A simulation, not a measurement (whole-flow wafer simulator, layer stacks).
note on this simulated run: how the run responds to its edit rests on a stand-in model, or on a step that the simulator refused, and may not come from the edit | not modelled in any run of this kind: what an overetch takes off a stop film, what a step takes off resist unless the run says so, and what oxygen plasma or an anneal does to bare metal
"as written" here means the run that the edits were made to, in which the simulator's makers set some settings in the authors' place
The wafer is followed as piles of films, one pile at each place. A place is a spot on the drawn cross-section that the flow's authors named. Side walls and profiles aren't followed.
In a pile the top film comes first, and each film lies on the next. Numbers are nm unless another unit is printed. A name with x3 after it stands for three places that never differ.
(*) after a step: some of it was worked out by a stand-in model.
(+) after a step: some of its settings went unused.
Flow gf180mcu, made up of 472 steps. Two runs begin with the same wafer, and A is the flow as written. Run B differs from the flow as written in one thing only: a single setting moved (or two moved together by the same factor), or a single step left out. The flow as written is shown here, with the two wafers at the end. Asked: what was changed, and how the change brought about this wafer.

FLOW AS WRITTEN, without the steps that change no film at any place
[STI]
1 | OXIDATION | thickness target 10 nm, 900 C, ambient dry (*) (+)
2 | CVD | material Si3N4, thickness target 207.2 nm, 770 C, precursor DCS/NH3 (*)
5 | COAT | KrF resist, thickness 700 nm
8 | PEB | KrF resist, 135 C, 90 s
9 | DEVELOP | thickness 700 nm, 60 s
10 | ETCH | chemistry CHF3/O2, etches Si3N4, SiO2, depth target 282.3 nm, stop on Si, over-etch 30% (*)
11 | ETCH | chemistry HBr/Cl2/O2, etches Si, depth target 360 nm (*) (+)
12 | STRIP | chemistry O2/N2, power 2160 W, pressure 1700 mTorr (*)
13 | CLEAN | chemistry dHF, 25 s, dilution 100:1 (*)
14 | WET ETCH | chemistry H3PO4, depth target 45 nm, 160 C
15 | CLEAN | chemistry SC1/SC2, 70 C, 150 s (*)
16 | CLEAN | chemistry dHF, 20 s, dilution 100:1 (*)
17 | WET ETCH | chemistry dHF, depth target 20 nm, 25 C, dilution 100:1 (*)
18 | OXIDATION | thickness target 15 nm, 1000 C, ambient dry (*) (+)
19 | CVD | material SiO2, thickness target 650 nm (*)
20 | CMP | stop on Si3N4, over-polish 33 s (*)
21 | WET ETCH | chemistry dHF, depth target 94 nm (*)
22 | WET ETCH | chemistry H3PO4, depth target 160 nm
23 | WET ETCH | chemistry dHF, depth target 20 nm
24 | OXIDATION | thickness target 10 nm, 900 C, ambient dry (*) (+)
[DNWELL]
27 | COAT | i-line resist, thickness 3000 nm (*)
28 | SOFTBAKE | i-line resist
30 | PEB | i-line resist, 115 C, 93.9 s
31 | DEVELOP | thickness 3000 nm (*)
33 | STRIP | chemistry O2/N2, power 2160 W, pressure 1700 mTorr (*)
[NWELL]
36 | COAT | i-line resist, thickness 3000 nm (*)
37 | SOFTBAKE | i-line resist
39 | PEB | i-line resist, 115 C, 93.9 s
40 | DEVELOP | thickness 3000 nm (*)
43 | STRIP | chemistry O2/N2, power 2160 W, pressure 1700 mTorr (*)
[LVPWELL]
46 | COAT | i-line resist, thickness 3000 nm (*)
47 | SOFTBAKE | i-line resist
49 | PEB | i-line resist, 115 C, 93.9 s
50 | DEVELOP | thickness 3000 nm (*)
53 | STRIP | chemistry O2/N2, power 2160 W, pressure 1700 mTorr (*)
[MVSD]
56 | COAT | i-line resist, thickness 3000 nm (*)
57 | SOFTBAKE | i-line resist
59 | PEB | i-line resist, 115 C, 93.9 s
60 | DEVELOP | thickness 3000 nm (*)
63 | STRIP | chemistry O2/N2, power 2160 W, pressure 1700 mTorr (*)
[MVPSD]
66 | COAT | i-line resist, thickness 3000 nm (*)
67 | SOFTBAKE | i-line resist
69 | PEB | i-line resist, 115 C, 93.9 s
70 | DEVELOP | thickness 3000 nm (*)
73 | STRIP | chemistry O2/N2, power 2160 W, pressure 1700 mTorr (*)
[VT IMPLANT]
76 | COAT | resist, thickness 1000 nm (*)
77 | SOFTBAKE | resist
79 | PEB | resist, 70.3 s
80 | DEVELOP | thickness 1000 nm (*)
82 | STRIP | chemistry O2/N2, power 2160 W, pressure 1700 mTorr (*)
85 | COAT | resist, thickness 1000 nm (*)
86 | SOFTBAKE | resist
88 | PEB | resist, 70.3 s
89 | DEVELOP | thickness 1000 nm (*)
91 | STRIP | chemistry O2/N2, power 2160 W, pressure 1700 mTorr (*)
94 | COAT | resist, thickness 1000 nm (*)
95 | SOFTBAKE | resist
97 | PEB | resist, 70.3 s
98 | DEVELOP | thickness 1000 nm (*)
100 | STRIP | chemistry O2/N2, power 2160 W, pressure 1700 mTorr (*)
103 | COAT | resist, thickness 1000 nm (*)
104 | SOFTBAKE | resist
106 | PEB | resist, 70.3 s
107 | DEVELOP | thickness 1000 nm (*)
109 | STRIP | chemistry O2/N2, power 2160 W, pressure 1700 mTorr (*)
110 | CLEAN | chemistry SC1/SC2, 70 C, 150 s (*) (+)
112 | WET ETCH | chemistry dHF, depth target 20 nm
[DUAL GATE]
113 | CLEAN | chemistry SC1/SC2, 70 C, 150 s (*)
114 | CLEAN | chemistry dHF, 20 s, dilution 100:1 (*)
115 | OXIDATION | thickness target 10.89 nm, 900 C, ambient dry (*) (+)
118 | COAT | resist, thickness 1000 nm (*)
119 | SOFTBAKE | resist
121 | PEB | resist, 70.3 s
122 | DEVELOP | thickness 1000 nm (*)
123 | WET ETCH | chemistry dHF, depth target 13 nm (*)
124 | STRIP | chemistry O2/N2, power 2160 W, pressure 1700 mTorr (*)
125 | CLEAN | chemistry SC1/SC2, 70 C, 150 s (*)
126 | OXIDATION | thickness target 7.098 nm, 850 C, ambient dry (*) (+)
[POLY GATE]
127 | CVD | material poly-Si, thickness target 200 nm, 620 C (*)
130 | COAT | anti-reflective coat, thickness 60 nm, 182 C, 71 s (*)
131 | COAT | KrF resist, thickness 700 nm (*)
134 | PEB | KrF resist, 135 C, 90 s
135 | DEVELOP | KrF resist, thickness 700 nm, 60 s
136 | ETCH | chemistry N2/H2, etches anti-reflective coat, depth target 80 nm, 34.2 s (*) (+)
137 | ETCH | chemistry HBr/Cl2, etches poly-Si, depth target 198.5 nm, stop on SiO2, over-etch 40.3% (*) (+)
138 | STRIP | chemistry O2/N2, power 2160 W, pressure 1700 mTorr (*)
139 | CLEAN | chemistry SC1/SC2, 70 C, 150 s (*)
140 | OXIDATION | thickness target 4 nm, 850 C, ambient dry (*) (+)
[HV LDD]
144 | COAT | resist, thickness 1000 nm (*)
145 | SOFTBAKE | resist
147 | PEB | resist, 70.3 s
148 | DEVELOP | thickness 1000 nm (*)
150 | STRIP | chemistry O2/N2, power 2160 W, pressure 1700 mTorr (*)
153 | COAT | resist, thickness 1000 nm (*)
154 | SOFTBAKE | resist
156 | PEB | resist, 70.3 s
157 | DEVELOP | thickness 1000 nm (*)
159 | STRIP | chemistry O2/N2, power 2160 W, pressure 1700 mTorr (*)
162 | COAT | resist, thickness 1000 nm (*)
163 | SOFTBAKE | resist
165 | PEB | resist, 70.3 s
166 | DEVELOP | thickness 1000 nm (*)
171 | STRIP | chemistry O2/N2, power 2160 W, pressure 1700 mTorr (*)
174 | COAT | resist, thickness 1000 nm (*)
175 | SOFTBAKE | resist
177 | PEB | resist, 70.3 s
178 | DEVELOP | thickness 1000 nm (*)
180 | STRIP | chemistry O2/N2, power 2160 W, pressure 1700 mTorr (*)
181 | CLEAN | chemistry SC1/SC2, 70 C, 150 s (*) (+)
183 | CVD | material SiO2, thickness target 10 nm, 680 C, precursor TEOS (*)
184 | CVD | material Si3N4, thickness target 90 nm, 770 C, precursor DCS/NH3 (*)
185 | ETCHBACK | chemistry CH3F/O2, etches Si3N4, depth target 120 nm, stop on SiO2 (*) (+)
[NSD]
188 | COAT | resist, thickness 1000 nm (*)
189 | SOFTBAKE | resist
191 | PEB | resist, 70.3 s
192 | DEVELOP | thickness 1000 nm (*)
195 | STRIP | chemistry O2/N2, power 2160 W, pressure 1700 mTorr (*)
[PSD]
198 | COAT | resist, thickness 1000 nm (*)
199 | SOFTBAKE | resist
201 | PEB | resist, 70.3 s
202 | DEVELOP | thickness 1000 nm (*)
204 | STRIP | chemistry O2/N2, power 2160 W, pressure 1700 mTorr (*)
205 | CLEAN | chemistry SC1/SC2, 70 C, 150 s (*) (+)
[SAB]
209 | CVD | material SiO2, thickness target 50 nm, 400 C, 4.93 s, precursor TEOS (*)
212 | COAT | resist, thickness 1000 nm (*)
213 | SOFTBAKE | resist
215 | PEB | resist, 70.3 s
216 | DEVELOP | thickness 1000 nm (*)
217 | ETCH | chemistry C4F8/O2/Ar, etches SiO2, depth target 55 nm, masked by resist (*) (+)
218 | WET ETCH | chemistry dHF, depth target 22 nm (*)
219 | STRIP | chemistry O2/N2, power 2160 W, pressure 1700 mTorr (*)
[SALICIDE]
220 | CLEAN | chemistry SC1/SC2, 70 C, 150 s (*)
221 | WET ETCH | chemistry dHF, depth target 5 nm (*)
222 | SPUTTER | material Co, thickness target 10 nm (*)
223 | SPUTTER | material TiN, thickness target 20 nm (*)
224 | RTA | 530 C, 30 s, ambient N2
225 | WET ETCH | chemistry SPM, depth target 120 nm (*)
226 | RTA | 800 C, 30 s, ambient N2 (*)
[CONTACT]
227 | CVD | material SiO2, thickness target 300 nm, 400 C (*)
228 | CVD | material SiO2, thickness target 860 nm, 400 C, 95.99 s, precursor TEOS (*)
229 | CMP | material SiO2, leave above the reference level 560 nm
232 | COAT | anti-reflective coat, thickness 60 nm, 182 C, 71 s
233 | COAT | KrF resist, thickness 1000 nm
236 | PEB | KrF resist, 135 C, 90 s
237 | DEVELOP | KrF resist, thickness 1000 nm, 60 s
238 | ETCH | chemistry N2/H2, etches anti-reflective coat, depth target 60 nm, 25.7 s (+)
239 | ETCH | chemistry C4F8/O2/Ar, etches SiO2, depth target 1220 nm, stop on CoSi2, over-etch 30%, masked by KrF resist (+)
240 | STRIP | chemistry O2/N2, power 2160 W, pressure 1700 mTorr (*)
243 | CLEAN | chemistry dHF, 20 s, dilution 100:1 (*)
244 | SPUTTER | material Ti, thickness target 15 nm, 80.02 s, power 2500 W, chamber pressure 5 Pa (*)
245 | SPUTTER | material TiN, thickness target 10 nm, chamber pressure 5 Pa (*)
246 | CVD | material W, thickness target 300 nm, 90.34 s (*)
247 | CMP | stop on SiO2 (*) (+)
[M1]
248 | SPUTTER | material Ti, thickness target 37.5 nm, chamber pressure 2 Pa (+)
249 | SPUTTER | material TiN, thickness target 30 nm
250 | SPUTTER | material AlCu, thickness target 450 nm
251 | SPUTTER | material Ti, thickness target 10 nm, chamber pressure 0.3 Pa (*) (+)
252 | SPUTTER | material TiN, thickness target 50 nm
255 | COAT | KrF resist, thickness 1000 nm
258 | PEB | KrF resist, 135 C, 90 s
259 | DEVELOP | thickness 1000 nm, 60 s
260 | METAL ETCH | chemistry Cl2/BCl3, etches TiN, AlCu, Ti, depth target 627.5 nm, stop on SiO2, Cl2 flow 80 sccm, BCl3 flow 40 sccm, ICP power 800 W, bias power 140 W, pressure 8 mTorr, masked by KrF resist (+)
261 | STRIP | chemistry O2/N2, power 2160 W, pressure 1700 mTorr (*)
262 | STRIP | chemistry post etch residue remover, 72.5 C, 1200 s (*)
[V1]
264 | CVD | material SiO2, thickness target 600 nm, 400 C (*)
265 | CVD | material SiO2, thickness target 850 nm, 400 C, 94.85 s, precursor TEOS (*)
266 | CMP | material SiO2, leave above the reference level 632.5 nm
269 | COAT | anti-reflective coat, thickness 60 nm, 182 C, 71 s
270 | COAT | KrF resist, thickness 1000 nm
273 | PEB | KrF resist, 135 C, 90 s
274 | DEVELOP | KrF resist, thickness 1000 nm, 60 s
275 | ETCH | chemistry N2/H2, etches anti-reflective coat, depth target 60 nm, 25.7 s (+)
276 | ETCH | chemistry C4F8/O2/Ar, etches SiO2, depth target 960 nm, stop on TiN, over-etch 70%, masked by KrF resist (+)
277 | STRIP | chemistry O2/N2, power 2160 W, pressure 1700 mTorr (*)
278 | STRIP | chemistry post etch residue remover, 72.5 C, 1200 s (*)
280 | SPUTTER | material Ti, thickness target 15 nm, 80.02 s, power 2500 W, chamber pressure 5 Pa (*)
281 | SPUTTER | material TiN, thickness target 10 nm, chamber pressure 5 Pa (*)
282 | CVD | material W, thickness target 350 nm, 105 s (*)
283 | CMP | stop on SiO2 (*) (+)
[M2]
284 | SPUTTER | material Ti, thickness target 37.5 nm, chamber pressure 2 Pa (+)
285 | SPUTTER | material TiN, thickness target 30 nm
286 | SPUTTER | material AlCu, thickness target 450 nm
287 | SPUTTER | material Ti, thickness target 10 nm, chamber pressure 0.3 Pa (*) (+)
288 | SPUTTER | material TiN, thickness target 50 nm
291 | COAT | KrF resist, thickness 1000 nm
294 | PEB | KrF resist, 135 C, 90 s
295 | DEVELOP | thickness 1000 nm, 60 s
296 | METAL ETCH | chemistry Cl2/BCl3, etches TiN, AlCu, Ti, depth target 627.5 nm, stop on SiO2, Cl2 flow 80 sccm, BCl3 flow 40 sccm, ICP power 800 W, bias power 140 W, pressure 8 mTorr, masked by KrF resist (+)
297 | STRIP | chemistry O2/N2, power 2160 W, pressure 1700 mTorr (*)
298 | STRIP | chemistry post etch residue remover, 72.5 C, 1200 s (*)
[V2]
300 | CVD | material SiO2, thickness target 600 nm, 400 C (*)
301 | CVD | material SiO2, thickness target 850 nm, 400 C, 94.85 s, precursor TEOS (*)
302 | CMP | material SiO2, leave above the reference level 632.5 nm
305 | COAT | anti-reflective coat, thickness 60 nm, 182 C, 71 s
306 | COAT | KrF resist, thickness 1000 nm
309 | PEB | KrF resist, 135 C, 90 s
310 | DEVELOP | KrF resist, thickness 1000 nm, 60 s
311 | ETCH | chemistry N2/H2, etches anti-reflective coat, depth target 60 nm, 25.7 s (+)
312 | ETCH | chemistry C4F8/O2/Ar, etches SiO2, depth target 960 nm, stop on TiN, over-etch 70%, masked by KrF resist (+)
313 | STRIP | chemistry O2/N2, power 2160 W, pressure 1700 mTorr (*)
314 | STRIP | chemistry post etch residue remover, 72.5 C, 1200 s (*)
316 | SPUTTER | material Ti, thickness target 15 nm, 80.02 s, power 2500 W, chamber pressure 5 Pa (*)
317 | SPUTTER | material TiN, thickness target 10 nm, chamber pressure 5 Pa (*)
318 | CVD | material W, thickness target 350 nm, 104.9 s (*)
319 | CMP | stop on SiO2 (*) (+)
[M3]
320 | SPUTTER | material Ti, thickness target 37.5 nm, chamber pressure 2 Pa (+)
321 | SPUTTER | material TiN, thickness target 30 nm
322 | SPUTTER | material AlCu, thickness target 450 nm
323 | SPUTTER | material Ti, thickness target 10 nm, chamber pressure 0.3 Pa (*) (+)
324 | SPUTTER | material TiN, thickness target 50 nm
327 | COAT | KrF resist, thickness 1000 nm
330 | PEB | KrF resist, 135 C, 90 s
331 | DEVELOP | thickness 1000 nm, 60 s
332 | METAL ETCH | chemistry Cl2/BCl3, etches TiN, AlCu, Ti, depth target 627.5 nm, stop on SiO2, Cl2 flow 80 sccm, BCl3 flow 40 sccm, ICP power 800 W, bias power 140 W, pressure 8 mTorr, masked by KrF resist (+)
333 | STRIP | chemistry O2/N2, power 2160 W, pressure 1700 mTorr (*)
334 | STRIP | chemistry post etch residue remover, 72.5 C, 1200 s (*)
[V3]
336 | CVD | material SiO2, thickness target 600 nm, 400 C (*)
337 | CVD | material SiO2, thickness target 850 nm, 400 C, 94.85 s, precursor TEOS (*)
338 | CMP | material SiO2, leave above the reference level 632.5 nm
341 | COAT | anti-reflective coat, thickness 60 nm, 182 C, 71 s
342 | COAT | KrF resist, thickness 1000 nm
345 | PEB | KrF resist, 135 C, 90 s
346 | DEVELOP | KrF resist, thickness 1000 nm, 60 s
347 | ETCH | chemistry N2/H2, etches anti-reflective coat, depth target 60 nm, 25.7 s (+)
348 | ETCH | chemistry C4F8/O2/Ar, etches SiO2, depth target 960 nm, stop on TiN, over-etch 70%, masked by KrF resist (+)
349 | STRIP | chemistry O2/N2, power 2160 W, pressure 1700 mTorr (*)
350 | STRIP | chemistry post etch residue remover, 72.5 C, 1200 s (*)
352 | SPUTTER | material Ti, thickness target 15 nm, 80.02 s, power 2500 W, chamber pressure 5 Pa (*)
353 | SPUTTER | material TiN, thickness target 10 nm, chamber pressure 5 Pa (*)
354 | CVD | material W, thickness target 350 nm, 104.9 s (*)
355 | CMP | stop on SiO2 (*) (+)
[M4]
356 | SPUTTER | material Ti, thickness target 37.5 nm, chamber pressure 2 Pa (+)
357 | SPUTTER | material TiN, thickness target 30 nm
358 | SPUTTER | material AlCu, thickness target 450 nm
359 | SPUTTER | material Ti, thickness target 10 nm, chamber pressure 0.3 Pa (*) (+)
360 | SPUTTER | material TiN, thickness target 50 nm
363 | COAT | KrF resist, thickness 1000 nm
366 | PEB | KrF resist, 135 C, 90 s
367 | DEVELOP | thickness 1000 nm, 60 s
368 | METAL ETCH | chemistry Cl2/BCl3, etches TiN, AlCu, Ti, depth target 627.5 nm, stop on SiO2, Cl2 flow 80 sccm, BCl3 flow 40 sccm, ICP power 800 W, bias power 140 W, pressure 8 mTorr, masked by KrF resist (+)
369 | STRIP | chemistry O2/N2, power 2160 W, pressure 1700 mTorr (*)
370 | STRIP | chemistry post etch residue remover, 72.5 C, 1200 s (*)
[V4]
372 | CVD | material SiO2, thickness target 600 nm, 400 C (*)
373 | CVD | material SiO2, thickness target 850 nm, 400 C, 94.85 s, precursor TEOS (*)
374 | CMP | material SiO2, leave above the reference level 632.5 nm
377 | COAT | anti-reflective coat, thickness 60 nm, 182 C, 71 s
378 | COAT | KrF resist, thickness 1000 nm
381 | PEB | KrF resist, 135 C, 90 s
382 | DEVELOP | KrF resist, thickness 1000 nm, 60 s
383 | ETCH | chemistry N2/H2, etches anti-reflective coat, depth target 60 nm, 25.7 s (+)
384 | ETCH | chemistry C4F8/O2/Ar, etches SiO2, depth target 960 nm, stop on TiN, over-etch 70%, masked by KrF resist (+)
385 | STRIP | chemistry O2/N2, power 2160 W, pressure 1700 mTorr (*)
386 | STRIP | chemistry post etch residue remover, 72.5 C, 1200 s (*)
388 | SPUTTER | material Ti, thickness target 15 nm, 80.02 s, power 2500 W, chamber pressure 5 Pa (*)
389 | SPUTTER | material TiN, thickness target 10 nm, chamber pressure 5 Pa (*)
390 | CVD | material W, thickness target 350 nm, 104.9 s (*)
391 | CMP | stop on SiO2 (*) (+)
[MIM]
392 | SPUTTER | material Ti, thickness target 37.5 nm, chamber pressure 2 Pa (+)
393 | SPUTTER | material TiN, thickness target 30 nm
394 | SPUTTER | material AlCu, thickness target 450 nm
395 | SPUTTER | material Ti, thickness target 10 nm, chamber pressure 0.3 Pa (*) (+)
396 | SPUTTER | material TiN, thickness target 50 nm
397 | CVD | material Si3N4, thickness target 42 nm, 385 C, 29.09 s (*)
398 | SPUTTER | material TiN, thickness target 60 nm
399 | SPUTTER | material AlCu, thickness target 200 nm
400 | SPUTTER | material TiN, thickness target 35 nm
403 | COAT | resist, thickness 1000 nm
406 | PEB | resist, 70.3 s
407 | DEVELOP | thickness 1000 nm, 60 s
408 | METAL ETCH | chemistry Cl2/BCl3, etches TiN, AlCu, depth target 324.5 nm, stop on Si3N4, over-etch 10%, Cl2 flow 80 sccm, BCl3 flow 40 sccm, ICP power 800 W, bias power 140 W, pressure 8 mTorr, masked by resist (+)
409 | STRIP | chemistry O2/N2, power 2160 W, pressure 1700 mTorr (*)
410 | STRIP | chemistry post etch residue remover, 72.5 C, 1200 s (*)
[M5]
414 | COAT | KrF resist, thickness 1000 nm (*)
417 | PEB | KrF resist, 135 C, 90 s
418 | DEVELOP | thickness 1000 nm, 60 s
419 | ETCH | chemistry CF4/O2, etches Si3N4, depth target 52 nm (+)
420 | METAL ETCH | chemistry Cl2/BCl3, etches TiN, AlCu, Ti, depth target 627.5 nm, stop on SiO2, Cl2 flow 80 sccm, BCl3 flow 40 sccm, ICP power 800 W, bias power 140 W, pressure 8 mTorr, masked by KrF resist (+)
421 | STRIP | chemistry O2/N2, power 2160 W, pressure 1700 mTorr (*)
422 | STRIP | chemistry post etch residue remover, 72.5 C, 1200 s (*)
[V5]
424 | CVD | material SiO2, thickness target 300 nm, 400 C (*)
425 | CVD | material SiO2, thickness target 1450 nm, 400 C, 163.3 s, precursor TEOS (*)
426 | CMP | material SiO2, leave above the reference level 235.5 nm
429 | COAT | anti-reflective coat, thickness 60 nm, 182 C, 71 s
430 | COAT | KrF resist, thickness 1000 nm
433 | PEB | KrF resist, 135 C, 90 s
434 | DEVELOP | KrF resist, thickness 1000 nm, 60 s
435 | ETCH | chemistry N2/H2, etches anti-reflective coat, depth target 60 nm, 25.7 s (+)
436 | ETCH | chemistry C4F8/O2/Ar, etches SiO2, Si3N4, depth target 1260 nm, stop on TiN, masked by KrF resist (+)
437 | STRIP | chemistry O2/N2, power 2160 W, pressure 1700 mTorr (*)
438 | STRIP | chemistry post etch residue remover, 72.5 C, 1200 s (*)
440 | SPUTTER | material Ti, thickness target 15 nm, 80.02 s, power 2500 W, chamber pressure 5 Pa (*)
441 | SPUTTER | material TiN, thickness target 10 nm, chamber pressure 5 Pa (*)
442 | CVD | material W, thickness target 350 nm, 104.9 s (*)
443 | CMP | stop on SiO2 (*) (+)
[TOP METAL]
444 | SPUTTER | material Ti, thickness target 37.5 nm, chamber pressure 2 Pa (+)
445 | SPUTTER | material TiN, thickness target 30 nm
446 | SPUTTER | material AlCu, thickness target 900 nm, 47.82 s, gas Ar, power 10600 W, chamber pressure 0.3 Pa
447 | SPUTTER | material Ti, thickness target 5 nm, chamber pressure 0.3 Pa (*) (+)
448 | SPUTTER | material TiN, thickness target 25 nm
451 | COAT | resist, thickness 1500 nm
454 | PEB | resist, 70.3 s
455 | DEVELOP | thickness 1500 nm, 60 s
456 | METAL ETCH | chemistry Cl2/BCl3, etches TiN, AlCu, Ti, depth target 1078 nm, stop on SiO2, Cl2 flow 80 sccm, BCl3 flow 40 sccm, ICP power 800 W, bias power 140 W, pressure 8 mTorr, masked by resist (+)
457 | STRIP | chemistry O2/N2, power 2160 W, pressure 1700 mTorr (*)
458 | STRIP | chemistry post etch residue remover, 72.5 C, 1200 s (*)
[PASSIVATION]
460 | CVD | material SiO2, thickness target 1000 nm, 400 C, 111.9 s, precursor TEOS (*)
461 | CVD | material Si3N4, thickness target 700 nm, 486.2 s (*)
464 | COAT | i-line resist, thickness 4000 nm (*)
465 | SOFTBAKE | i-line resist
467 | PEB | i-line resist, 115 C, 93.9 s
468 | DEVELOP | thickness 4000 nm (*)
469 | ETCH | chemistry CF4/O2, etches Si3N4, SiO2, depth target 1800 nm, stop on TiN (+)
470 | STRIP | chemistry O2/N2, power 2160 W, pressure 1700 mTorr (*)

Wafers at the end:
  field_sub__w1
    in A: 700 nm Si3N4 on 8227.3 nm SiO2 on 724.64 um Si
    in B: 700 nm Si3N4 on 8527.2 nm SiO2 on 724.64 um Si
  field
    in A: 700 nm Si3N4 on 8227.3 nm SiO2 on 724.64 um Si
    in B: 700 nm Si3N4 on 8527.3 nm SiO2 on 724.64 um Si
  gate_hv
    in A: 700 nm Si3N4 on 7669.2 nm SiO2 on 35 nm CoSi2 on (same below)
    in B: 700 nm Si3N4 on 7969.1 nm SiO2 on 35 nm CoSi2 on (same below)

The reason: step 374, CMP: leave above the reference level 1006 nm was run, whereas the flow has leave above the reference level 632.5 nm.

Step by step, how the change led to this:
  374 | CMP | material SiO2, leave above the reference level 632.5 nm
      field, field__w1, field__w2 and 103 more: A SiO2 loses 300 | B nothing
      field__w8, contact, m1, m1__w1, m1_nw: A SiO2 loses 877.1 | B SiO2 loses 503.9
  377 | COAT | anti-reflective coat, thickness 60 nm, 182 C, 71 s
      field: A anti-reflective coat gains 60 (new film) | B anti-reflective coat gains 89.3 (new film)
      field__w8: A anti-reflective coat gains 60 (new film) | B anti-reflective coat gains 22.9 (new film)
      (as well as at 16 more places)
  378 | COAT | KrF resist, thickness 1000 nm
      contact: A KrF resist gains 1000 (new film) | B KrF resist gains 972.2 (new film)
      m1: A KrF resist gains 1000 (new film) | B KrF resist gains 967.8 (new film)
      (as well as at 4 more places)
  382 | DEVELOP | KrF resist, thickness 1000 nm, 60 s
      contact: A KrF resist loses 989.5 (all of it) | B KrF resist loses 961.9 (all of it)
  383 | ETCH | chemistry N2/H2, etches anti-reflective coat, depth target 60 nm, 25.7 s (+)
      contact: A anti-reflective coat loses 60 (all of it), SiO2 loses 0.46 | B anti-reflective coat loses 28 (all of it), SiO2 loses 1.28
  384 | ETCH | chemistry C4F8/O2/Ar, etches SiO2, depth target 960 nm, stop on TiN, over-etch 70%, masked by KrF resist (+)
      contact: A SiO2 loses 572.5 (all of it) | B SiO2 loses 944.8 (all of it)
  385 | STRIP | chemistry O2/N2, power 2160 W, pressure 1700 mTorr (*)
      field: A KrF resist loses 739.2 (all of it), anti-reflective coat loses 60 (all of it) | B KrF resist loses 726.2 (all of it), anti-reflective coat loses 89.3 (all of it)
      field__w8: A KrF resist loses 739.2 (all of it), anti-reflective coat loses 60 (all of it) | B KrF resist loses 730.4 (all of it), anti-reflective coat loses 22.9 (all of it)
      (as well as at 16 more places)
  388 | SPUTTER | material Ti, thickness target 15 nm, 80.02 s, power 2500 W, chamber pressure 5 Pa (*)
      contact: A Ti gains 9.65 (new film) | B Ti gains 8.11 (new film)
  389 | SPUTTER | material TiN, thickness target 10 nm, chamber pressure 5 Pa (*)
      contact: A TiN gains 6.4 (new film) | B TiN gains 5.38 (new film)
  390 | CVD | material W, thickness target 350 nm, 104.9 s (*)
      contact: A W gains 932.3 (new film) | B W gains 1234.8 (new film)
  391 | CMP | stop on SiO2 (*) (+)
      field__w8, m1, m1__w1, m1_nw: A W loses 350 (all of it), TiN loses 10 (all of it), Ti loses 15 (all of it), SiO2 loses 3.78 | B W loses 350 (all of it), TiN loses 10 (all of it), Ti loses 15 (all of it), SiO2 loses 6.48
  403 | COAT | resist, thickness 1000 nm
      field__w8: A resist gains 1000 (new film) | B resist gains 939.7 (new film)
      m1: A resist gains 1000 (new film) | B resist gains 938.9 (new film)
      (as well as at 2 more places)
  404 | SOFTBAKE | resist
      m1__w1, m1_nw: A nothing | B resist loses 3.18
      field: A nothing | B resist loses 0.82
      (as well as at 15 more places)
  406 | PEB | resist, 70.3 s
      field__w8, m1, m1__w1: A resist loses 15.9 | B resist loses 14.6
      m1_nw: A resist loses 15.9 | B resist loses 14.7
  407 | DEVELOP | thickness 1000 nm, 60 s
      field__w8: A resist loses 984.1 (all of it) | B resist loses 922.8 (all of it)
      m1: A resist loses 984.1 (all of it) | B resist loses 921.7 (all of it)
      (as well as at 2 more places)
  414 | COAT | KrF resist, thickness 1000 nm (*)
      field__w8: A KrF resist gains 1000 (new film) | B KrF resist gains 942.4 (new film)
      m1: A KrF resist gains 1000.5 (new film) | B KrF resist gains 942.2 (new film)
      (as well as at 2 more places)
  ... another 2 steps ...
  426 | CMP | material SiO2, leave above the reference level 235.5 nm
      m1, m1__w1, m1_nw: A SiO2 loses 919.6 | B SiO2 loses 990.2
      field__w8: A SiO2 loses 919.6 | B SiO2 loses 990.1
